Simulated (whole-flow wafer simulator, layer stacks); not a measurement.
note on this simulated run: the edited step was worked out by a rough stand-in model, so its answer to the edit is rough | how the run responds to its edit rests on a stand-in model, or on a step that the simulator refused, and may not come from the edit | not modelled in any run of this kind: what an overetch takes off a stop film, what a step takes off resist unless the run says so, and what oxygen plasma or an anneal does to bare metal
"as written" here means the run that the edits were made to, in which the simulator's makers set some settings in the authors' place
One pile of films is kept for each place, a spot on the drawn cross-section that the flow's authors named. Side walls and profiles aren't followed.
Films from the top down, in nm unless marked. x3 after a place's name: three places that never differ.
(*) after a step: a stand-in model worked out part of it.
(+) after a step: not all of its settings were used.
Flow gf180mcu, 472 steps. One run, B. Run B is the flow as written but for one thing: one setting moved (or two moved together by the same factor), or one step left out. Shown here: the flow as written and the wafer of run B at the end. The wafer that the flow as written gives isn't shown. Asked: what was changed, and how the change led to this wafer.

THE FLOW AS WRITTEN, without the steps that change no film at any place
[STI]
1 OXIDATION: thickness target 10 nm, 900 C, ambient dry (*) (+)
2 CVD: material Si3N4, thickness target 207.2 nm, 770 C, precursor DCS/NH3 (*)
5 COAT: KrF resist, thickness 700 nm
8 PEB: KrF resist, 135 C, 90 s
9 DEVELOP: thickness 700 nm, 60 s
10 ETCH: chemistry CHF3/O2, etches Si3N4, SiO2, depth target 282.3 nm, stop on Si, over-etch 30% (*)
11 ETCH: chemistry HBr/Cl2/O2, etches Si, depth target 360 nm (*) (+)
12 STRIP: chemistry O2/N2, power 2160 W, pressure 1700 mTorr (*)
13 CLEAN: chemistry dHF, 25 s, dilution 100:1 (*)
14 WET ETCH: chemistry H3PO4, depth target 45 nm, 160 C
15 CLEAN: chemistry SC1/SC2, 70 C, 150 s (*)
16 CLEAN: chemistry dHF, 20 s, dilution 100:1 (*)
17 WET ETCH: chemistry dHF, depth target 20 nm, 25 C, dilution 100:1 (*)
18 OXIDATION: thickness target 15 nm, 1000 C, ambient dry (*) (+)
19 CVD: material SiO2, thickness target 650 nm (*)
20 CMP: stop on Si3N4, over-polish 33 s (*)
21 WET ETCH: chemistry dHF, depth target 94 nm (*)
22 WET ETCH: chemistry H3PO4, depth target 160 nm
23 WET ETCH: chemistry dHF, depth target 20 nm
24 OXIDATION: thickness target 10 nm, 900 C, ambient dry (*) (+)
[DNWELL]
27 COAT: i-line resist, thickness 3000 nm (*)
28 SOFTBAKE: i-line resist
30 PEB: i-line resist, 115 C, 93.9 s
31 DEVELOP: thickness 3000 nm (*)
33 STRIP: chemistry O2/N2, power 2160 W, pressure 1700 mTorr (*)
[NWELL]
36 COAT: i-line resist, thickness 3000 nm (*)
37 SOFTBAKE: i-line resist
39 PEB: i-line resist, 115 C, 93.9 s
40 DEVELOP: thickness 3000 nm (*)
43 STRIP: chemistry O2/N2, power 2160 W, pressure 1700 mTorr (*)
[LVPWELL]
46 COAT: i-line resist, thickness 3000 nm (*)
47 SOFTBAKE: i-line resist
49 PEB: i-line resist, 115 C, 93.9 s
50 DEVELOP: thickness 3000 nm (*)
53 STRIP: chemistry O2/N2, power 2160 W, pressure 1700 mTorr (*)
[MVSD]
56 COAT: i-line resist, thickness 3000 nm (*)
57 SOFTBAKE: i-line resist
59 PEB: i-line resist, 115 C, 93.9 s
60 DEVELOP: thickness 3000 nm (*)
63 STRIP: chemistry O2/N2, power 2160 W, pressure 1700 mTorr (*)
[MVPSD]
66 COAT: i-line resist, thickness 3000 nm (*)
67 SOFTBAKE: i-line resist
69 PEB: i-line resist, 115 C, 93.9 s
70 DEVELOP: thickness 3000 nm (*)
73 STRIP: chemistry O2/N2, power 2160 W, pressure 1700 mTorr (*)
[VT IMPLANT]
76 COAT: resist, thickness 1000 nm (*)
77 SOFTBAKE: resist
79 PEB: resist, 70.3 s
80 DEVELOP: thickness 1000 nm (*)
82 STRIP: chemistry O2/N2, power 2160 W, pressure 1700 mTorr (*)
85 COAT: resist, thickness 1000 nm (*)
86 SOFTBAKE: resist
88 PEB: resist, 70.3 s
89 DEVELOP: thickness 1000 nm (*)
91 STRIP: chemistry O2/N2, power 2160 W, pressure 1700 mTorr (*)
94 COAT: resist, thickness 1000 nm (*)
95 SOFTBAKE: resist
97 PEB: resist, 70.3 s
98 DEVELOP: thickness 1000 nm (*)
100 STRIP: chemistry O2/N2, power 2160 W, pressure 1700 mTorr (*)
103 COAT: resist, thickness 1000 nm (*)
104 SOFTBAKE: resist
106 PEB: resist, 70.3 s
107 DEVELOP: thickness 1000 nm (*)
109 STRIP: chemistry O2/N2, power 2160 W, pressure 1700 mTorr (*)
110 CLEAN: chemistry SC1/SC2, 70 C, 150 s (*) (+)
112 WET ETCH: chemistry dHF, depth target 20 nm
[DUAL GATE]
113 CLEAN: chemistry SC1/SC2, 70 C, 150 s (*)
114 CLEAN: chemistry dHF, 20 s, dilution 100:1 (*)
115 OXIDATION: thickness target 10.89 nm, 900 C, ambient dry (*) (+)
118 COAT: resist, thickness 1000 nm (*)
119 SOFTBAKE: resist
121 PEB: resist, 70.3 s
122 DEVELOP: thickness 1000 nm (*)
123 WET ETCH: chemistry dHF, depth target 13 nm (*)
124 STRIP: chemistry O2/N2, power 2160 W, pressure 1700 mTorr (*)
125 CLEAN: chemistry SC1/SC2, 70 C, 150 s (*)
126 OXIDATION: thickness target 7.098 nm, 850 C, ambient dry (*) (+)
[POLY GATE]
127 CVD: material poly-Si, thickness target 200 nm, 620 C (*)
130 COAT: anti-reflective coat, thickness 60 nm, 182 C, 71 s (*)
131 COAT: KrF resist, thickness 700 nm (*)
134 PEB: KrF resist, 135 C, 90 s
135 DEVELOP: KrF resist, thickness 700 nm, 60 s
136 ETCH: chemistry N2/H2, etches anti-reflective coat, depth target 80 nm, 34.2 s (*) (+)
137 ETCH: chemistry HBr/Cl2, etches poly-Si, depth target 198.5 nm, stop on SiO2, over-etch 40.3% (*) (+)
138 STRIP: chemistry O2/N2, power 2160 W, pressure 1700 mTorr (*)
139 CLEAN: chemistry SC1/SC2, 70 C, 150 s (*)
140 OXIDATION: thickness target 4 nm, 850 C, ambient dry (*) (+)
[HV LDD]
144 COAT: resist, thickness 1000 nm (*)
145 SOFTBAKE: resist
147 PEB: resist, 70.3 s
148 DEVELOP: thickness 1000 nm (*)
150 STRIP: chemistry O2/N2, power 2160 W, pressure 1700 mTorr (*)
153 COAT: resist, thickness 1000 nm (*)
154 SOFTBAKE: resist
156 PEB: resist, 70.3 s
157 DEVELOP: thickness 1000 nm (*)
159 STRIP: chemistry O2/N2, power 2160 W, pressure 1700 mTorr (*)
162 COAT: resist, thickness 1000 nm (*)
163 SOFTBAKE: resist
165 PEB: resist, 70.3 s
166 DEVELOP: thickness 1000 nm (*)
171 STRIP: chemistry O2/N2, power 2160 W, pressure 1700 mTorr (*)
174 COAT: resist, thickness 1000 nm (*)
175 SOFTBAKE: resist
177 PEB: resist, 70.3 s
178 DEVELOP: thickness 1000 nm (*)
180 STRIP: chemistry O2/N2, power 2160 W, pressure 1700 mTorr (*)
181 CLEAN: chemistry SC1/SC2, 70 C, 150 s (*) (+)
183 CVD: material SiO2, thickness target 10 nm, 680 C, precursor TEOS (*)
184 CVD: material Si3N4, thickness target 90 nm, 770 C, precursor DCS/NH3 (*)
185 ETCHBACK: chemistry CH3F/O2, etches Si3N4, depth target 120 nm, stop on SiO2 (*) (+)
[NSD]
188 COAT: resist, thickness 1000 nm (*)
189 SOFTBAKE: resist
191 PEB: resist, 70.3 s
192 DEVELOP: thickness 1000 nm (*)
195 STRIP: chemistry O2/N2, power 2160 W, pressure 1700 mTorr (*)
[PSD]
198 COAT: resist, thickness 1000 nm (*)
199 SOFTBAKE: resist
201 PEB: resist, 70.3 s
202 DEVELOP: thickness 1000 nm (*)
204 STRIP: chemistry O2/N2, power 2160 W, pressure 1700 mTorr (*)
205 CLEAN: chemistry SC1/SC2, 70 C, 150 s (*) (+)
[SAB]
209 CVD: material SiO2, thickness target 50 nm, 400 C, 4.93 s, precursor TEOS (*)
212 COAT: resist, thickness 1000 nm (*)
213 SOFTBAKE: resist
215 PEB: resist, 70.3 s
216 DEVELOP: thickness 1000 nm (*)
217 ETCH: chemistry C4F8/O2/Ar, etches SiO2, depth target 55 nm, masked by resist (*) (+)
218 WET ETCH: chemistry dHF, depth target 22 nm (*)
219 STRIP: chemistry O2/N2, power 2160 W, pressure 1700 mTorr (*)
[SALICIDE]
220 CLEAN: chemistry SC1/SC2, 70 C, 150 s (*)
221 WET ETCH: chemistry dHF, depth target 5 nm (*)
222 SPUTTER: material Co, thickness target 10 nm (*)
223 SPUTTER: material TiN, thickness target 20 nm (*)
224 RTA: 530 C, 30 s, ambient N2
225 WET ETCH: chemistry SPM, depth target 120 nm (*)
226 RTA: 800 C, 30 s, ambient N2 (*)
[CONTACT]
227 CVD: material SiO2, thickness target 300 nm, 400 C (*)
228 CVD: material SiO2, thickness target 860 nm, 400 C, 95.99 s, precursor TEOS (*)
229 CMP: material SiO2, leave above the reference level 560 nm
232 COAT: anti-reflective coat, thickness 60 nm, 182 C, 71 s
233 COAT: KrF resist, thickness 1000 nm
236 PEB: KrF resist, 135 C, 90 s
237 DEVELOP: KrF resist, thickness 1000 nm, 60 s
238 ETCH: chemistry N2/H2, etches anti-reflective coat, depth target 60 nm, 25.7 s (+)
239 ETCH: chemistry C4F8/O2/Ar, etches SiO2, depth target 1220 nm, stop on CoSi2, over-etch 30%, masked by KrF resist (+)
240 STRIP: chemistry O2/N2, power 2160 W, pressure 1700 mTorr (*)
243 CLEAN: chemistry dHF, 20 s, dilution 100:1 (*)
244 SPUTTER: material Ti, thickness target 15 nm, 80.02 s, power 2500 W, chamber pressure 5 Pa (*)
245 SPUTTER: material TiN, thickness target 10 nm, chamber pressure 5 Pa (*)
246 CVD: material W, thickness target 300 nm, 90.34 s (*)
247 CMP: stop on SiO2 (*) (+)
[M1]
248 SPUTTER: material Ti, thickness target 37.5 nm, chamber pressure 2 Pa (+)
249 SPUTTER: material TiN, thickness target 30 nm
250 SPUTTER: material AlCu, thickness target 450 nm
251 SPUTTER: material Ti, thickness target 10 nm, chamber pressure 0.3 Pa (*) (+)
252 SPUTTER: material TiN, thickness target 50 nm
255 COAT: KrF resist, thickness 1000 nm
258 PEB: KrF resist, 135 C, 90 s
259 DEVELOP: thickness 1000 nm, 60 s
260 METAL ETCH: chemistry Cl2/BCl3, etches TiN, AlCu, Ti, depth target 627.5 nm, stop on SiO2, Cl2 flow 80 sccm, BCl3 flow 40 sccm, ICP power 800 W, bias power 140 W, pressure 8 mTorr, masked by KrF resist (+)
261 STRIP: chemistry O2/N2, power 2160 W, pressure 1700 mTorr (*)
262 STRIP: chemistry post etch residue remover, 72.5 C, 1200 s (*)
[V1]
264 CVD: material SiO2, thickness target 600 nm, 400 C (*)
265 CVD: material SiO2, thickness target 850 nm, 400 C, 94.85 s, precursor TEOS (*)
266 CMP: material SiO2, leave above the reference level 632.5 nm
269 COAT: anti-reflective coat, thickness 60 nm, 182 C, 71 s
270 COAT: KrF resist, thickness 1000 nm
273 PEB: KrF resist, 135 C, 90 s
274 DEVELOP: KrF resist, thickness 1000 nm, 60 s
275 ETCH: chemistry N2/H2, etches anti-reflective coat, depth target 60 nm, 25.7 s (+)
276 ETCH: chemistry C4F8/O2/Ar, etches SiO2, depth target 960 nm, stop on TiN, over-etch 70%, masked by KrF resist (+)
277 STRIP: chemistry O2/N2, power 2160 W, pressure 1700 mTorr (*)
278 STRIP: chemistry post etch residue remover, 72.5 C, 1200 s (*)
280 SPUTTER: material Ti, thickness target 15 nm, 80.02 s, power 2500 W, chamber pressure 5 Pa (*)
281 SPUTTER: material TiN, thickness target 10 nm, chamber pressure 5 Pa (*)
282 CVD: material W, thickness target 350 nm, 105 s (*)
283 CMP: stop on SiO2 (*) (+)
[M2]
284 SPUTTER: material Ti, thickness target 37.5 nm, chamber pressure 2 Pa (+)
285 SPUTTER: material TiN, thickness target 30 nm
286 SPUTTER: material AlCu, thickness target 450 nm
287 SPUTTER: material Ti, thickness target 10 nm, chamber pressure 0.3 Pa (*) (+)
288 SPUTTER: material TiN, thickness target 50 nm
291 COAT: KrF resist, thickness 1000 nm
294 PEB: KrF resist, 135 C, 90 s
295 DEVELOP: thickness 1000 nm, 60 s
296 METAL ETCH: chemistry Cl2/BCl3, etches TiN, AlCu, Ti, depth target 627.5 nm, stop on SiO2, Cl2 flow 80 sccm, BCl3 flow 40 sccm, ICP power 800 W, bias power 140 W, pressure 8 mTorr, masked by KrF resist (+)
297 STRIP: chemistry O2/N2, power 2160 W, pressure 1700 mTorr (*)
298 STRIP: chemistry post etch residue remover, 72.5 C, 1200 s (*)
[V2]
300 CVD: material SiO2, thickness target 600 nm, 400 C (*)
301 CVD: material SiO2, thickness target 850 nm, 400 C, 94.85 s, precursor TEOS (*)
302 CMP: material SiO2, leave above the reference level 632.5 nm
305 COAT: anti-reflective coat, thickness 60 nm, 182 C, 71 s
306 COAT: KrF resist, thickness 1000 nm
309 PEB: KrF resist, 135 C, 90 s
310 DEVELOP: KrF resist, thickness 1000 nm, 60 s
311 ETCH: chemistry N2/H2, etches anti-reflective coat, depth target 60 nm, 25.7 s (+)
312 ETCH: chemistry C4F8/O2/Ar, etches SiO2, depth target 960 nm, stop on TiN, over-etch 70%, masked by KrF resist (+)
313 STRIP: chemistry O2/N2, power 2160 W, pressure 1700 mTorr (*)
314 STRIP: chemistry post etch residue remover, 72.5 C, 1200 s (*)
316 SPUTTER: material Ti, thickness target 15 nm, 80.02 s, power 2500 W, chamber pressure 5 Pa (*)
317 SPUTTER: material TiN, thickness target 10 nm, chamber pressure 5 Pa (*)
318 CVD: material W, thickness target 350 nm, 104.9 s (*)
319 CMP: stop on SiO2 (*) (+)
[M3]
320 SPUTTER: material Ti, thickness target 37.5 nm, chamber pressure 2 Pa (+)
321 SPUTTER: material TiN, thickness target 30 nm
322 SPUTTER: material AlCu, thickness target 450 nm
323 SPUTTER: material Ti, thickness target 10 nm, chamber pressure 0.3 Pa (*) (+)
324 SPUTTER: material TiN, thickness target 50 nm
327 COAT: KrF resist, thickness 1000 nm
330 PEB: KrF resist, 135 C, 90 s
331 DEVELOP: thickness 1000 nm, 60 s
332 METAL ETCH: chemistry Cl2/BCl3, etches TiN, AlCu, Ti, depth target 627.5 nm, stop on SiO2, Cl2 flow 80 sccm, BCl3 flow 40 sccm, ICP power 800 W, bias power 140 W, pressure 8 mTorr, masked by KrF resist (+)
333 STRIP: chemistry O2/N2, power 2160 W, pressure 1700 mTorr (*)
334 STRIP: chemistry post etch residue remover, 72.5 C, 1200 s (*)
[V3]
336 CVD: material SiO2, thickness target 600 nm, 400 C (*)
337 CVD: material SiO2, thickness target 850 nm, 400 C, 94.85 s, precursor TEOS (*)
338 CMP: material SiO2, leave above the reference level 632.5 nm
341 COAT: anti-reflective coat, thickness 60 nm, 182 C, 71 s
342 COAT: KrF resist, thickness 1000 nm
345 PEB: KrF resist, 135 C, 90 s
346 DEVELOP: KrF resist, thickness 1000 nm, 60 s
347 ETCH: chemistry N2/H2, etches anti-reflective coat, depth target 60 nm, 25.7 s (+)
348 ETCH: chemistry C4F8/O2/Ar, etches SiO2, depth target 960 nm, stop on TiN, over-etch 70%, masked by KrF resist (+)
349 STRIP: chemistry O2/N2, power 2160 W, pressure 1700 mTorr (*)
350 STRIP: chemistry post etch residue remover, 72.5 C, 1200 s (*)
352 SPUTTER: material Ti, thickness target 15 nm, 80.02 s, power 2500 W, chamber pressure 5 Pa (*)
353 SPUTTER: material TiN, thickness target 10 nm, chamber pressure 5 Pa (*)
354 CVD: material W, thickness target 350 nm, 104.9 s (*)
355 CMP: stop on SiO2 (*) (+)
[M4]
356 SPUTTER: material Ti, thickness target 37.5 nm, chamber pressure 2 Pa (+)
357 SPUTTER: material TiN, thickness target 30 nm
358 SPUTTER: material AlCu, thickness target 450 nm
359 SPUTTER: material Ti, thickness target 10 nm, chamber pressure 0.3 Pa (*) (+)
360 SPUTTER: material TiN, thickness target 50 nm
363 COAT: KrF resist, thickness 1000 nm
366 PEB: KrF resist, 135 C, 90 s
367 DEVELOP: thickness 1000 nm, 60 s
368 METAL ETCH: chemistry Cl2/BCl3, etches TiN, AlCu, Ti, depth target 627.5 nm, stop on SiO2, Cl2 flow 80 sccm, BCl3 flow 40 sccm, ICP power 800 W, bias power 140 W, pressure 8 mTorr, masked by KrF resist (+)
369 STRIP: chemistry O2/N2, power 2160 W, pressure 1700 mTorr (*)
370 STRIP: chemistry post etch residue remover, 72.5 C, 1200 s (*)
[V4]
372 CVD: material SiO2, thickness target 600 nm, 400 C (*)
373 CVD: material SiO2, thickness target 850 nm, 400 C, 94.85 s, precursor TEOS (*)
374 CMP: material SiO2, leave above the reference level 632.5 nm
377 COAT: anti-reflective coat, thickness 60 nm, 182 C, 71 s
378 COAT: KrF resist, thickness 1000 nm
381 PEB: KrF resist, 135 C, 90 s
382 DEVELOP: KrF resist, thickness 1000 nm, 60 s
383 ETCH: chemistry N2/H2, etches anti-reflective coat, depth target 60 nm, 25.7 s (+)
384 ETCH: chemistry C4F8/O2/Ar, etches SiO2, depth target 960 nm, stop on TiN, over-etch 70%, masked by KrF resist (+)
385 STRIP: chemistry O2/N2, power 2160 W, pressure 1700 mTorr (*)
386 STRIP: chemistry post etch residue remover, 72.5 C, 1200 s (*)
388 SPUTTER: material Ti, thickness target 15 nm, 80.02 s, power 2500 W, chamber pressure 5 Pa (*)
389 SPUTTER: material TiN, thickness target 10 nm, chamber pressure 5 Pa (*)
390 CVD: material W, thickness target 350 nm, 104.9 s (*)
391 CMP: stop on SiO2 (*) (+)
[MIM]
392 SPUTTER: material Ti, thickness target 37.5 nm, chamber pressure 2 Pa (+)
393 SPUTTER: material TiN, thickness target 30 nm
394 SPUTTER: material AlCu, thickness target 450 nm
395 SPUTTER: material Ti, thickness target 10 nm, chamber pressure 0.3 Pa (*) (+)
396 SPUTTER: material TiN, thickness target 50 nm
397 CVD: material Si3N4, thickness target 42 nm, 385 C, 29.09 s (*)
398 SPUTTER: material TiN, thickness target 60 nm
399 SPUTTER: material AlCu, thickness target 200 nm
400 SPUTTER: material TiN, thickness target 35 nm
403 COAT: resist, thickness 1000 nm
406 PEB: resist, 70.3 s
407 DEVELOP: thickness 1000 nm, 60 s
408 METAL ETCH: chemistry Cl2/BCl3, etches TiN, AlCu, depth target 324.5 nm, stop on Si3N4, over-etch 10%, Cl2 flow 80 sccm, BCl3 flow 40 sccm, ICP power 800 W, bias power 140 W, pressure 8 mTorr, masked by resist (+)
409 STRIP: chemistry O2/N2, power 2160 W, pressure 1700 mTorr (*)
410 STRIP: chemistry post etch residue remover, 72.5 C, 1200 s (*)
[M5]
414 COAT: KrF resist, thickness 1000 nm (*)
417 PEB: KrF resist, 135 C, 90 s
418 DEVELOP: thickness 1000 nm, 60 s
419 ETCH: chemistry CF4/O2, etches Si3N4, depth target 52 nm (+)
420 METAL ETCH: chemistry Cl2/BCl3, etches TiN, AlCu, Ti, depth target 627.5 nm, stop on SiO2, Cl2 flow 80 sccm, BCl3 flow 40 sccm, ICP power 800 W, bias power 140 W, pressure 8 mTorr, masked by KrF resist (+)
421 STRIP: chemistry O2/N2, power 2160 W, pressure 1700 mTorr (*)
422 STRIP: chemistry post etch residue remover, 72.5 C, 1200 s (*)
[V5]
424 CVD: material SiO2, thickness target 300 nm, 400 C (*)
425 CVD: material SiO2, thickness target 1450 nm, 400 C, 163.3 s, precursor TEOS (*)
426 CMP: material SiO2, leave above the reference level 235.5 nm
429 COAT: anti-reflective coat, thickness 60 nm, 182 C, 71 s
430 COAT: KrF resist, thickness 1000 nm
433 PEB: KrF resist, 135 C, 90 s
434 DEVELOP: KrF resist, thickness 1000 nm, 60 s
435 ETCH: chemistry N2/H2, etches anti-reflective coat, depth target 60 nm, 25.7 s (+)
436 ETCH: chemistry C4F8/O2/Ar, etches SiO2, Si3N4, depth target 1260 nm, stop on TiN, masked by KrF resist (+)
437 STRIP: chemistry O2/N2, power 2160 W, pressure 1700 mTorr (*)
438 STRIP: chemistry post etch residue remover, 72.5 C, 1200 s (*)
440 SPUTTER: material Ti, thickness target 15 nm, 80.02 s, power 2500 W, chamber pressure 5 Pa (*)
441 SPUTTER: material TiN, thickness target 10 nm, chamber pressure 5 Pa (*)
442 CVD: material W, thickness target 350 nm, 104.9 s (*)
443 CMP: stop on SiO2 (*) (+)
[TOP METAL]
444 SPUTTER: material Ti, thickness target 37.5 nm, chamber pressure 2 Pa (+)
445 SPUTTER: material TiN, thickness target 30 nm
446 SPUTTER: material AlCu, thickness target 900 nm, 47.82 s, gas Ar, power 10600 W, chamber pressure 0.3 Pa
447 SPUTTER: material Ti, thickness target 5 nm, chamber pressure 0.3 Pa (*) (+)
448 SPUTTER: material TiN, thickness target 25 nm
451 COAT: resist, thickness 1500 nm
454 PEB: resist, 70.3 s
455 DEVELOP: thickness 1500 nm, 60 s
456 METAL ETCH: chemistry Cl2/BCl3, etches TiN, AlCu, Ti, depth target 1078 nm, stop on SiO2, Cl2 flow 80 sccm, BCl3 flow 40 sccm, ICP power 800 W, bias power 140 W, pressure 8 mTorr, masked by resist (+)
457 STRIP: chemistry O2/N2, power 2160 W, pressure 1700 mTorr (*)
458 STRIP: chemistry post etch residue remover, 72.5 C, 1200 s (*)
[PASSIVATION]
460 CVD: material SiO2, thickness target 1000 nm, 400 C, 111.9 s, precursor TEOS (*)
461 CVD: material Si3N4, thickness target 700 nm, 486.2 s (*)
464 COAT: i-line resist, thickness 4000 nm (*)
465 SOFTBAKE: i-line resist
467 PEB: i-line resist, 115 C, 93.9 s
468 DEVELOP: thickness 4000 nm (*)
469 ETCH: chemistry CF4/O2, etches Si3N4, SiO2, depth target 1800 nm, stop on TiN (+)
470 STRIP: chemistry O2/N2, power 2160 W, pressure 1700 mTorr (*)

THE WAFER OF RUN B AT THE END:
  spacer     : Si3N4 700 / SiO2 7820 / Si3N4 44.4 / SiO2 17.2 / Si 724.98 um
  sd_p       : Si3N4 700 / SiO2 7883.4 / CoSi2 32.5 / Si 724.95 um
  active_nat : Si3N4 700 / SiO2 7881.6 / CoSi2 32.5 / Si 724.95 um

The cause: step 184, CVD: thickness target 48.6 nm was run, where the flow has thickness target 90 nm.

How the change led to this, step by step:
  184 CVD: material Si3N4, thickness target 90 nm, 770 C, precursor DCS/NH3 (*)
      field, field__w1, field__w2 and 101 more: Si3N4 +48.6 (new film) (as written it would be: Si3N4 +90 (new film))
  185 ETCHBACK: chemistry CH3F/O2, etches Si3N4, depth target 120 nm, stop on SiO2 (*) (+)
      field, field__w1, field__w2 and 100 more: Si3N4 -48.6 (all of it), SiO2 -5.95 (as written it would be: Si3N4 -90 (all of it), SiO2 -2.5)
  188 COAT: resist, thickness 1000 nm (*)
      spacer: resist +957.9 (new film) (as written it would be: resist +920.2 (new film))
  189 SOFTBAKE: resist
      field: resist +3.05 (as written it would be: resist +3.56)
      field__w1: resist +4.7 (as written it would be: resist +5.23)
      (and at 22 more places)
  191 PEB: resist, 70.3 s
      spacer: resist -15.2 (as written it would be: resist -14.3)
  192 DEVELOP: thickness 1000 nm (*)
      spacer: resist -942.7 (all of it) (as written it would be: resist -905.9 (all of it))
  198 COAT: resist, thickness 1000 nm (*)
      spacer: resist +957.9 (new film) (as written it would be: resist +920.2 (new film))
  199 SOFTBAKE: resist
      field: resist +3.05 (as written it would be: resist +3.56)
      field__w1: resist +4.7 (as written it would be: resist +5.23)
      (and at 22 more places)
  201 PEB: resist, 70.3 s
      spacer: resist -15.2 (as written it would be: resist -14.3)
  204 STRIP: chemistry O2/N2, power 2160 W, pressure 1700 mTorr (*)
      spacer: resist -942.7 (all of it) (as written it would be: resist -905.9 (all of it))
  212 COAT: resist, thickness 1000 nm (*)
      spacer: resist +957 (new film) (as written it would be: resist +919.4 (new film))
  213 SOFTBAKE: resist
      field__w9: resist +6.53 (as written it would be: resist -3.11)
      field__w5: resist +6.77 (as written it would be: resist +7.65)
      (and at 15 more places)
  215 PEB: resist, 70.3 s
      spacer: resist -15.2 (as written it would be: resist -14.3)
  216 DEVELOP: thickness 1000 nm (*)
      spacer: resist -941.8 (all of it) (as written it would be: resist -905.1 (all of it))
  218 WET ETCH: chemistry dHF, depth target 22 nm (*)
      gate, gate_hv, gate_p and 23 more: SiO2 -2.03 (all of it) (as written it would be: SiO2 -5.48 (all of it))
      active, p_well, sd_n, iso_ptap_pw, iso_ntap_nw, iso_ptap_sub, vpnp_e: SiO2 -5.56 (all of it) (as written it would be: SiO2 -9.01 (all of it))
      (and at 16 more places)
  222 SPUTTER: material Co, thickness target 10 nm (*)
      field__w2: Co +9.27 (new film) (as written it would be: Co +8.65 (new film))
      field__w3: Co +8.89 (new film) (as written it would be: Co +8.06 (new film))
      (and at 4 more places)
  ... 4 more steps ...
  229 CMP: material SiO2, leave above the reference level 560 nm
      spacer: SiO2 -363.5 (as written it would be: SiO2 -404.9)
